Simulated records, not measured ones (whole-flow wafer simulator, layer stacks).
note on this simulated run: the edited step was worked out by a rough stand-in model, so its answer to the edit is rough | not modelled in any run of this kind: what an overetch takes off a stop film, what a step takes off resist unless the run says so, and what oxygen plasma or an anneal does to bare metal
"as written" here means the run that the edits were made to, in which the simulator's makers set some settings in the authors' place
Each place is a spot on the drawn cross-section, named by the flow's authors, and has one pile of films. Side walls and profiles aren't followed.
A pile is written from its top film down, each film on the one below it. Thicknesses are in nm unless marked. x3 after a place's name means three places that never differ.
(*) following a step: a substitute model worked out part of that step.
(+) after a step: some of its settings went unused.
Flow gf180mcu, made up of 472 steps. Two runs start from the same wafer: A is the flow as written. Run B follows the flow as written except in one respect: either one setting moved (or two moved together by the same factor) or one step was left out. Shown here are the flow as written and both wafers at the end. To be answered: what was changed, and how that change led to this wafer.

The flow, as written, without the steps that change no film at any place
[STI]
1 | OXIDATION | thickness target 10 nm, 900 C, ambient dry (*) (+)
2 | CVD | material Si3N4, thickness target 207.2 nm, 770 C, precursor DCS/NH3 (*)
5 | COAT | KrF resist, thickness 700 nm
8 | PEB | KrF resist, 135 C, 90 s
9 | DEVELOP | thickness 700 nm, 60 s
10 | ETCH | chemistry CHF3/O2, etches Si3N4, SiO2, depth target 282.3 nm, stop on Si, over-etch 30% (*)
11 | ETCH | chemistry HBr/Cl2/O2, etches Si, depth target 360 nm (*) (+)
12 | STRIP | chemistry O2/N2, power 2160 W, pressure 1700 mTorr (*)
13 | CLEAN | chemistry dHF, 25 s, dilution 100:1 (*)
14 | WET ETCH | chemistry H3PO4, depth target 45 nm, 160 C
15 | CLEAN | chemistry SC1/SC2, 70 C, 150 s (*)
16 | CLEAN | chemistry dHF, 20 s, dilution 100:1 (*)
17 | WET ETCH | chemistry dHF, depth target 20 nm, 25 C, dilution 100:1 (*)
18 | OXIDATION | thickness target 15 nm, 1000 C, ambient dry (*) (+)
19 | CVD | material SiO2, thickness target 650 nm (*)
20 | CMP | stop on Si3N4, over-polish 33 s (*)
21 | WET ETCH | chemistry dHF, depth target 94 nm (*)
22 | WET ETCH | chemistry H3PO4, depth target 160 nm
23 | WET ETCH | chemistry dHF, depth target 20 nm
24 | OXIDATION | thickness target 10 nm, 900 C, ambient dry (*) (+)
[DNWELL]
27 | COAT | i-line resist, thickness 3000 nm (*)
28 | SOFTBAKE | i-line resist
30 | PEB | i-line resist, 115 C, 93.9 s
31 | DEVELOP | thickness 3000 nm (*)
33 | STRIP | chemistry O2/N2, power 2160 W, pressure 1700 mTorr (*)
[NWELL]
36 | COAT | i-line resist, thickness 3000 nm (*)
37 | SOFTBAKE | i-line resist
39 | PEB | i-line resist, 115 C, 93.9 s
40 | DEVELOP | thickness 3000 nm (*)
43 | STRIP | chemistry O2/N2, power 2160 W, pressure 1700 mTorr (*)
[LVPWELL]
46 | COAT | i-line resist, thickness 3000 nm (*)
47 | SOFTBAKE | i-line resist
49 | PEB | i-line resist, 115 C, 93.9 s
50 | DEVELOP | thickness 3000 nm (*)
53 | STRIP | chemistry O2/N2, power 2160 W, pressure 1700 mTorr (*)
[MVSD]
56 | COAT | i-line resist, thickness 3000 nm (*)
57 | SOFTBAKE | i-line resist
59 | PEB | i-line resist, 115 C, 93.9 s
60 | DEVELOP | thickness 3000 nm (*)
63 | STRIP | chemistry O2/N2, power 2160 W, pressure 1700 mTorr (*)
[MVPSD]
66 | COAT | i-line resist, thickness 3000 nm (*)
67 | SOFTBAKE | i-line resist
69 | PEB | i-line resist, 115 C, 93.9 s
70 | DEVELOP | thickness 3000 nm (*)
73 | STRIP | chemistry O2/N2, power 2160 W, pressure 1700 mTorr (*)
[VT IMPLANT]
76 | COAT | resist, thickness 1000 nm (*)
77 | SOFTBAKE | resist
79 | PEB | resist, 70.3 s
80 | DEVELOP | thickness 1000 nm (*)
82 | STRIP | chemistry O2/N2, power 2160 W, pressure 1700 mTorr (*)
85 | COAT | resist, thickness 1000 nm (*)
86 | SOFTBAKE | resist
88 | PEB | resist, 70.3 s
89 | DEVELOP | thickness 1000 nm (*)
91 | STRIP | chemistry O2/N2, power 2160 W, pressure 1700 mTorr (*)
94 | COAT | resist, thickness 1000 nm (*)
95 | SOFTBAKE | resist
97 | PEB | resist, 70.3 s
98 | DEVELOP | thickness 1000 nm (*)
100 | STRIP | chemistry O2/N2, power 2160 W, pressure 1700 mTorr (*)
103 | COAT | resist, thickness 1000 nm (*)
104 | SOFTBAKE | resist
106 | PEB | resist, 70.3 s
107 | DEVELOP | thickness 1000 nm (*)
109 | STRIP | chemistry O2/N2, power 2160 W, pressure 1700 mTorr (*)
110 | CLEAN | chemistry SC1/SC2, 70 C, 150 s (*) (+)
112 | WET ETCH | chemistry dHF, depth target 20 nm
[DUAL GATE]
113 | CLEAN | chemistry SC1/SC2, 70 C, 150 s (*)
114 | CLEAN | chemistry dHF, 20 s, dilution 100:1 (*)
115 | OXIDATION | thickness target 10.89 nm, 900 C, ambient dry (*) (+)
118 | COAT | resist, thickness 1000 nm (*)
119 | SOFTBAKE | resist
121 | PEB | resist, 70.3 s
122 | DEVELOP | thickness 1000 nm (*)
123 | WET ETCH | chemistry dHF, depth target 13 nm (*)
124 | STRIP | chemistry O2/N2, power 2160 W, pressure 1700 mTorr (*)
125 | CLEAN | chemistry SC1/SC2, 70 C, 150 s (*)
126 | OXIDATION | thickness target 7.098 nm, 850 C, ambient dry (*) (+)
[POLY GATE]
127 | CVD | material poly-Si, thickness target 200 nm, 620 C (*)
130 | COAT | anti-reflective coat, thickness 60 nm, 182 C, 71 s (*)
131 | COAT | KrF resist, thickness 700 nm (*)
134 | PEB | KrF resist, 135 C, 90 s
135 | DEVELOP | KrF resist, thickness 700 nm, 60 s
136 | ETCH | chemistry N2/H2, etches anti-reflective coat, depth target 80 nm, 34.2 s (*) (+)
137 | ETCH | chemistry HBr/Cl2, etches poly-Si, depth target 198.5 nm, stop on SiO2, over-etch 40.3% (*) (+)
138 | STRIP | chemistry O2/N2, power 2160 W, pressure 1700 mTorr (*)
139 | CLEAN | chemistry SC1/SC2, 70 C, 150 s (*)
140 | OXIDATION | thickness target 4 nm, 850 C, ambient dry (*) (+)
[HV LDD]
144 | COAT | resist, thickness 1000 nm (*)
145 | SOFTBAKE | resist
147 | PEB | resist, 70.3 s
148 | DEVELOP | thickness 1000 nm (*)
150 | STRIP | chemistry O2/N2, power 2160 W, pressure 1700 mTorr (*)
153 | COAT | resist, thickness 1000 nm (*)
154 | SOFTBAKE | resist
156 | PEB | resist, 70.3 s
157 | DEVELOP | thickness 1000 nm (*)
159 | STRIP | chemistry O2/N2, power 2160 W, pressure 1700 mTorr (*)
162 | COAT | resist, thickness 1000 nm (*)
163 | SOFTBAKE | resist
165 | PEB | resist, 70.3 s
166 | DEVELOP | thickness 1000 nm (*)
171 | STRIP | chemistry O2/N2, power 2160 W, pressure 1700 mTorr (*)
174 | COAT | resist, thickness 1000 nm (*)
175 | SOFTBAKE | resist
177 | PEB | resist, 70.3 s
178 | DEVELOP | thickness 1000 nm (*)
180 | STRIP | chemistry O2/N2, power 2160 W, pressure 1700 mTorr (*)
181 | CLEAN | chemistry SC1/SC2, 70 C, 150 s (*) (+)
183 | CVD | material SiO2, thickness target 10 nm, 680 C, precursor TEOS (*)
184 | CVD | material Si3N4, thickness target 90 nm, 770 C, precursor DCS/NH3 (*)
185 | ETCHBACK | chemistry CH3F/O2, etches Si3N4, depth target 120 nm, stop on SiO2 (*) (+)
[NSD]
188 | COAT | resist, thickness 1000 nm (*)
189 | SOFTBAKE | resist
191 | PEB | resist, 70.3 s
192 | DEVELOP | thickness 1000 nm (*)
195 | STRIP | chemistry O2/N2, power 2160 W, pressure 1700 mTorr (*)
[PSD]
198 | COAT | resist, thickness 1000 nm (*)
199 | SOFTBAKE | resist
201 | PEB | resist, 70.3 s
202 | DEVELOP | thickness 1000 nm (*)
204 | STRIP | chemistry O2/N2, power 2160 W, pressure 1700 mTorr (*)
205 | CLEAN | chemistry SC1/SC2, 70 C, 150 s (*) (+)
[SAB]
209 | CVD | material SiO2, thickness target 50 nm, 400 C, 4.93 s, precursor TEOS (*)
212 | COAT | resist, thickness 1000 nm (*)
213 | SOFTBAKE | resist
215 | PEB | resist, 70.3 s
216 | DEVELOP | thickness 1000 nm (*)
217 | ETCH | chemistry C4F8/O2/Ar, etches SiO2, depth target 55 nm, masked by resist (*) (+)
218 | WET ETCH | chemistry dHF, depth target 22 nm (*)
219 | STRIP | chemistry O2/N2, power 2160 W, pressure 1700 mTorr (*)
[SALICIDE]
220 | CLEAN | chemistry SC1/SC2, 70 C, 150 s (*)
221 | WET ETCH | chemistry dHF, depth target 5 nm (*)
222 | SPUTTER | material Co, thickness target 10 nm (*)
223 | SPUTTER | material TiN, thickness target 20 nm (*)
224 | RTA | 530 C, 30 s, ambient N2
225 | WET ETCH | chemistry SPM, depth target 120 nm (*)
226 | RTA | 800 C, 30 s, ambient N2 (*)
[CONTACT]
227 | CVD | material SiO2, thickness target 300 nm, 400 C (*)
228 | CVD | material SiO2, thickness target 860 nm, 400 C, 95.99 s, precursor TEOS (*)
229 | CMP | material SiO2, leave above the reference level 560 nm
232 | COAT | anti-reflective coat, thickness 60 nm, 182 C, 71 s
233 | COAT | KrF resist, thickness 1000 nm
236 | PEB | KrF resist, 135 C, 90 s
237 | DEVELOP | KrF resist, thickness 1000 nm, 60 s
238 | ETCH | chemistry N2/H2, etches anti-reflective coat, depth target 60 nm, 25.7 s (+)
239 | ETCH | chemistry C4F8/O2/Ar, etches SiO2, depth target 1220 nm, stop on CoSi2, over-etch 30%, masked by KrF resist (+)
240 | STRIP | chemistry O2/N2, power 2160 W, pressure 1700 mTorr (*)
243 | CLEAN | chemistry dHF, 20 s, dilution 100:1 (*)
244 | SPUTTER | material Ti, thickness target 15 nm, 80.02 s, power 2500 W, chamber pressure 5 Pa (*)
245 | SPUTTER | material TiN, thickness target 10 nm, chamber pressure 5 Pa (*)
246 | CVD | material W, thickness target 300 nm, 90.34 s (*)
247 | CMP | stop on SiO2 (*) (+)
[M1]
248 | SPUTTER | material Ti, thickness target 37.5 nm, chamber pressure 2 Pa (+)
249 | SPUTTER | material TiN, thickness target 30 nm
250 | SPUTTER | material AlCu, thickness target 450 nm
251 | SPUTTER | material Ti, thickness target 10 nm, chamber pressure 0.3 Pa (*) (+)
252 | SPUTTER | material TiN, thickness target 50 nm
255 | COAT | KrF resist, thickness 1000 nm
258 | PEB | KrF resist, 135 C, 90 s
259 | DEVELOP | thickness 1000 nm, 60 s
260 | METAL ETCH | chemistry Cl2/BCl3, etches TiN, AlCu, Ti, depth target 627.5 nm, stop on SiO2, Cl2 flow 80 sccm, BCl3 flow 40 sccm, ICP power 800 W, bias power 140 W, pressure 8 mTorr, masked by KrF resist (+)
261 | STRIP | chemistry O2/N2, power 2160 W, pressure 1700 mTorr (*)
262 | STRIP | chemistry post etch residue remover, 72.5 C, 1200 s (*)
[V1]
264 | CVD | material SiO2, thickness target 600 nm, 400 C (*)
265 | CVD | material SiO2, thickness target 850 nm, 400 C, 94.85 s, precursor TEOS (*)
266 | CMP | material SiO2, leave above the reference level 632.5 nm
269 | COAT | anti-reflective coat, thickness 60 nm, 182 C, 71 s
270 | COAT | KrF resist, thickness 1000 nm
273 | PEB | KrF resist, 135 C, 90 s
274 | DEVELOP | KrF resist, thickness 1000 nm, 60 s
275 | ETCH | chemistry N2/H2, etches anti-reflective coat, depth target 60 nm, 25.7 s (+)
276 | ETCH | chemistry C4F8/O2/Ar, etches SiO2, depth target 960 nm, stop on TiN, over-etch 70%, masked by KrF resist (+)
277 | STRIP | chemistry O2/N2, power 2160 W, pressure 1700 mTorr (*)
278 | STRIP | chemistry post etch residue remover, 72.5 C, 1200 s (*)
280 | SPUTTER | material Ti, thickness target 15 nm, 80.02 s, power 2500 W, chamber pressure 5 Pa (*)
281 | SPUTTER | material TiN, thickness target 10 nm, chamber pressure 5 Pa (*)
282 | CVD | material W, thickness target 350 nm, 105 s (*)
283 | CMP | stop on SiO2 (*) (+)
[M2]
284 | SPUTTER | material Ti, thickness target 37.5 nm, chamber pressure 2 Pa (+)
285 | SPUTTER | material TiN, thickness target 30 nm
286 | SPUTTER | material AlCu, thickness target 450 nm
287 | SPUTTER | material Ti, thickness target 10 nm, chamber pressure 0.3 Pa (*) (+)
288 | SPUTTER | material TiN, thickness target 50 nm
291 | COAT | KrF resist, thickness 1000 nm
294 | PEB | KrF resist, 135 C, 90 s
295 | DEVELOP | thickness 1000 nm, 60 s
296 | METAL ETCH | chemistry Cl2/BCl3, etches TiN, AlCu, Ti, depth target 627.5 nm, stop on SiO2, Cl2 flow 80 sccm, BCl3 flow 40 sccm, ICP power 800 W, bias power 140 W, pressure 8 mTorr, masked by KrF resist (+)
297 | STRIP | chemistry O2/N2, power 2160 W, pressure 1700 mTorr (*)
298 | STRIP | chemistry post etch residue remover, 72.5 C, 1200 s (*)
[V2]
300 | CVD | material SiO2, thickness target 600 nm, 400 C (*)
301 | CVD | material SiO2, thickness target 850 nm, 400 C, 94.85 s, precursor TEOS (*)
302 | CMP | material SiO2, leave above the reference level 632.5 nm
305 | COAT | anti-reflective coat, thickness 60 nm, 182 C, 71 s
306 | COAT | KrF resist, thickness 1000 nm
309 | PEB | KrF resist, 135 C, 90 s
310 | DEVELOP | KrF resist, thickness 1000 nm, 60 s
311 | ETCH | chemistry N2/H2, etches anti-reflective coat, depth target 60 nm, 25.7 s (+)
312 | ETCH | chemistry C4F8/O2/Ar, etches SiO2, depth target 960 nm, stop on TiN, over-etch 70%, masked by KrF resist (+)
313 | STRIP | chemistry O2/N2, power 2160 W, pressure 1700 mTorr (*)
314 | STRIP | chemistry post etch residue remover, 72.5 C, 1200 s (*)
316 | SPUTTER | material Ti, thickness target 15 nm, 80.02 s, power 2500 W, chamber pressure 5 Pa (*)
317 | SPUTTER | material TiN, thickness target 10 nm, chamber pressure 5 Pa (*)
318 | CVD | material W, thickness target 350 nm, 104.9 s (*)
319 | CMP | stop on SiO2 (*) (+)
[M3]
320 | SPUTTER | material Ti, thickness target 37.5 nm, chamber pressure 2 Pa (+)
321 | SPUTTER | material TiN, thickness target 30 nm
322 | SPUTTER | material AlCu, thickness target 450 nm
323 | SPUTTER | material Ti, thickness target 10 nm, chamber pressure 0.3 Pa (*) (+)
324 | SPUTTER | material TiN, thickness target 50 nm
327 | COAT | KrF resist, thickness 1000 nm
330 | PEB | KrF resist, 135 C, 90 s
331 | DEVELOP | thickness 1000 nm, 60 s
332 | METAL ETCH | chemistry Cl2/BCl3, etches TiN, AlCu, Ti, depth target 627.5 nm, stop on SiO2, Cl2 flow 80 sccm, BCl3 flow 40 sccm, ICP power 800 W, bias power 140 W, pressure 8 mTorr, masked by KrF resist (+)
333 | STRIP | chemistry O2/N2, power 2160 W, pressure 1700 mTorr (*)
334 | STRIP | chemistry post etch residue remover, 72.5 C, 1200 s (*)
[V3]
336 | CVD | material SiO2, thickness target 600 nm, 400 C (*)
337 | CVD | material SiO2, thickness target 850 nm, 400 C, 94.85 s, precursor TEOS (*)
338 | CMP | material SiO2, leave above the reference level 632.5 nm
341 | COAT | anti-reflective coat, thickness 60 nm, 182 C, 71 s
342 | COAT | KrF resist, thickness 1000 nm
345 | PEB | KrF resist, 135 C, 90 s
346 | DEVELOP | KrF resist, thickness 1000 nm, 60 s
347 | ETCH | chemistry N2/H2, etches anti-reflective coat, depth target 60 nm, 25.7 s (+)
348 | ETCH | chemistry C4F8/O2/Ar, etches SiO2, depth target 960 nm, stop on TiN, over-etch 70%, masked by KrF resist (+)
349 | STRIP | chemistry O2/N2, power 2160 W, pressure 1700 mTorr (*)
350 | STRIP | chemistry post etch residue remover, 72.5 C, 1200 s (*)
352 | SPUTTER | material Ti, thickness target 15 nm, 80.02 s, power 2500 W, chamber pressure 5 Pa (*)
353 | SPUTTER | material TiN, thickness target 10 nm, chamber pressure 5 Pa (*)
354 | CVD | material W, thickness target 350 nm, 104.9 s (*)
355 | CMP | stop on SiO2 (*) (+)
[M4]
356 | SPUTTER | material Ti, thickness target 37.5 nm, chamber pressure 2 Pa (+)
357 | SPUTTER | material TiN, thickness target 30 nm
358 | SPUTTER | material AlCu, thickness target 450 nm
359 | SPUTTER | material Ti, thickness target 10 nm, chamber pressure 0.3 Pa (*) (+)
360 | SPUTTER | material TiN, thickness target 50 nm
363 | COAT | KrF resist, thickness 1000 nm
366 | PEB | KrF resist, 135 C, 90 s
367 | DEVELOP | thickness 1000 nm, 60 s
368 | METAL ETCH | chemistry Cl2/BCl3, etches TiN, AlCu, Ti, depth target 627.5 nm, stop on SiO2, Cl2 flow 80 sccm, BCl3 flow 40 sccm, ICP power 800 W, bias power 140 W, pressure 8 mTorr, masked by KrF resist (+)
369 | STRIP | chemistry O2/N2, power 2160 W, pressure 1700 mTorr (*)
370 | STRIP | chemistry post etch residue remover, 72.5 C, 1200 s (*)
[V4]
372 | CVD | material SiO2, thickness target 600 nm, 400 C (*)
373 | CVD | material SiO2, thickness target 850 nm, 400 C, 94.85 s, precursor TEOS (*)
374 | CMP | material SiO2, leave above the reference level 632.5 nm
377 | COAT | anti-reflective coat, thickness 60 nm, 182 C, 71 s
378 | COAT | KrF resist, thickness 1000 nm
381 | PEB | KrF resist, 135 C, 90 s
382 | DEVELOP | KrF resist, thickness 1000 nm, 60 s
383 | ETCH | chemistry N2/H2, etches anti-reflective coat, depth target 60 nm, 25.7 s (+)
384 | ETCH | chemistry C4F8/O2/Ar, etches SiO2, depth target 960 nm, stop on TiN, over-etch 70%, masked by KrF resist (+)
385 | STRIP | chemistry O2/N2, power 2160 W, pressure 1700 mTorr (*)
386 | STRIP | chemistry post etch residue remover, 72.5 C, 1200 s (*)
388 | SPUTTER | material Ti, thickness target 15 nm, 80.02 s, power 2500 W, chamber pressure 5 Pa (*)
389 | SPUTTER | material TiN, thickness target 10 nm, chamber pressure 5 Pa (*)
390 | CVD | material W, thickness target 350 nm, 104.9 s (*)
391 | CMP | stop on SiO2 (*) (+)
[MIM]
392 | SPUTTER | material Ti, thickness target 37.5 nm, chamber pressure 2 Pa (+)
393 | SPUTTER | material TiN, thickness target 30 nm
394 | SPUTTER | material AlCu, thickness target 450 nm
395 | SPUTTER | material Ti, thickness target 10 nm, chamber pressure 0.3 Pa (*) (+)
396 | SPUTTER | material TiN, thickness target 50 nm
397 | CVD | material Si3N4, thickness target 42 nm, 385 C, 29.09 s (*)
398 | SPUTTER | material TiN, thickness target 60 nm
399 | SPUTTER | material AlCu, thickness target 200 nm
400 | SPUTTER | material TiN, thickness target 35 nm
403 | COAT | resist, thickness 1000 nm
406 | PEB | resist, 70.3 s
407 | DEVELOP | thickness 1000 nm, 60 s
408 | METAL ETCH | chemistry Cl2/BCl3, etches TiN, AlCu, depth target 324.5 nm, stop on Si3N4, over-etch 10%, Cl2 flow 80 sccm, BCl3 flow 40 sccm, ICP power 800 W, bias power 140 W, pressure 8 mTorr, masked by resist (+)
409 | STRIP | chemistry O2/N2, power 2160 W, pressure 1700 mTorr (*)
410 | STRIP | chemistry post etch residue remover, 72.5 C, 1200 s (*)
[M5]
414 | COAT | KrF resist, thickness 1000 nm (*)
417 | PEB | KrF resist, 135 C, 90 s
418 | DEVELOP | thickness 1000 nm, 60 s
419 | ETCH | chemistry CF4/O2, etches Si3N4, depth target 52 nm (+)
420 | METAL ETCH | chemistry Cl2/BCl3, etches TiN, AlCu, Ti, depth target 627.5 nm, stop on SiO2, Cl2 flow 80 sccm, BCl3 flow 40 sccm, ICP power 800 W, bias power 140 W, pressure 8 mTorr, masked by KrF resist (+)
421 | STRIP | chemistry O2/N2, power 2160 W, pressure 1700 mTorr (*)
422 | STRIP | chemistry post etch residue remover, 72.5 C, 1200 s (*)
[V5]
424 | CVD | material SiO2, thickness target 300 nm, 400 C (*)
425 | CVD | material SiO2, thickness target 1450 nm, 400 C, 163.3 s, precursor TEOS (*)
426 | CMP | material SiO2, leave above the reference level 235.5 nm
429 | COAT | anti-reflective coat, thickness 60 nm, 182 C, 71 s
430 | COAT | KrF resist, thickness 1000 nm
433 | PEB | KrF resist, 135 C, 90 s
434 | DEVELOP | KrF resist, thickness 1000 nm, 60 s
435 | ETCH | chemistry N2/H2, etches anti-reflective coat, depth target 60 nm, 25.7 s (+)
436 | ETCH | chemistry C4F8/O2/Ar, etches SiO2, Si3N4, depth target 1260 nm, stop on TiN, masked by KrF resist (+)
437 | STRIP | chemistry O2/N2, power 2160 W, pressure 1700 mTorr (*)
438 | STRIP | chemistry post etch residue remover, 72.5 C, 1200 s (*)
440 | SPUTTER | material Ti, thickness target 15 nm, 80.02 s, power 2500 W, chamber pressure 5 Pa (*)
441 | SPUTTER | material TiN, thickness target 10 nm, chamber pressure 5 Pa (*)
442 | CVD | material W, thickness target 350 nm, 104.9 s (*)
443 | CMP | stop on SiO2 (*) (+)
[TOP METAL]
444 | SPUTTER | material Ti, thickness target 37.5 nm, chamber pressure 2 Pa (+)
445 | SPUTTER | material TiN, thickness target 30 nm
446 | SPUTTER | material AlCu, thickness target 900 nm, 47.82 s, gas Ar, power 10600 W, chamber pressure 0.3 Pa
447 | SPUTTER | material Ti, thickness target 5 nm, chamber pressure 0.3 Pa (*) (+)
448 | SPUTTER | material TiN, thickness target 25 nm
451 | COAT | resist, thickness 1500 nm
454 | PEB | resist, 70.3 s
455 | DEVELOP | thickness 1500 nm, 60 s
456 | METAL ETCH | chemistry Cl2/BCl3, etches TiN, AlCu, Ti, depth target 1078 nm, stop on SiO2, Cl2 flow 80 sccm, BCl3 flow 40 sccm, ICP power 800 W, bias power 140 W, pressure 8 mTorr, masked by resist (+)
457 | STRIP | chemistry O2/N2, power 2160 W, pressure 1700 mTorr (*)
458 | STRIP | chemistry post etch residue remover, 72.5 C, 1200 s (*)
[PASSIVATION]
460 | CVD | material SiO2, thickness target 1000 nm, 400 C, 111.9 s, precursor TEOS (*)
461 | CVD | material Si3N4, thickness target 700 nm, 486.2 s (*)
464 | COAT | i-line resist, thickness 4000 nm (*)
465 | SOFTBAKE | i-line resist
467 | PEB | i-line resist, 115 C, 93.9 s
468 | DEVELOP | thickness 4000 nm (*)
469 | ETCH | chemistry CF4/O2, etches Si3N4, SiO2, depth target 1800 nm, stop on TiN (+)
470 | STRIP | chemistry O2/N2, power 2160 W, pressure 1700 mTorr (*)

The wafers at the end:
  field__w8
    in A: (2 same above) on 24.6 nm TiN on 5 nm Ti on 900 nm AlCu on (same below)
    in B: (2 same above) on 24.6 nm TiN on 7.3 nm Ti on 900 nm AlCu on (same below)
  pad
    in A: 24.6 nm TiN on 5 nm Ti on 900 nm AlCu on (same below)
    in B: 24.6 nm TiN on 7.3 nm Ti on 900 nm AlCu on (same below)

The reason: step 447, SPUTTER: thickness target 7.3 nm was run, though the flow has thickness target 5 nm.
One can read it off the wafer: field__w8 has Ti 7.3, and step 447 as written asks for 5 nm.

The path from the change to this, step by step:
  447 | SPUTTER | material Ti, thickness target 5 nm, chamber pressure 0.3 Pa (*) (+)
      field, field__w1, field__w2 and 109 more: A +5 Ti (new film) | B +7.3 Ti (new film)
  456 | METAL ETCH | chemistry Cl2/BCl3, etches TiN, AlCu, Ti, depth target 1078 nm, stop on SiO2, Cl2 flow 80 sccm, BCl3 flow 40 sccm, ICP power 800 W, bias power 140 W, pressure 8 mTorr, masked by resist (+)
      field, field__w1, field__w2 and 103 more: A -25 TiN (all of it), -5 Ti (all of it), -900 AlCu (all of it), -30 TiN (all of it), -37.5 Ti (all of it) | B -25 TiN (all of it), -7.3 Ti (all of it), -900 AlCu (all of it), -30 TiN (all of it), -37.5 Ti (all of it)
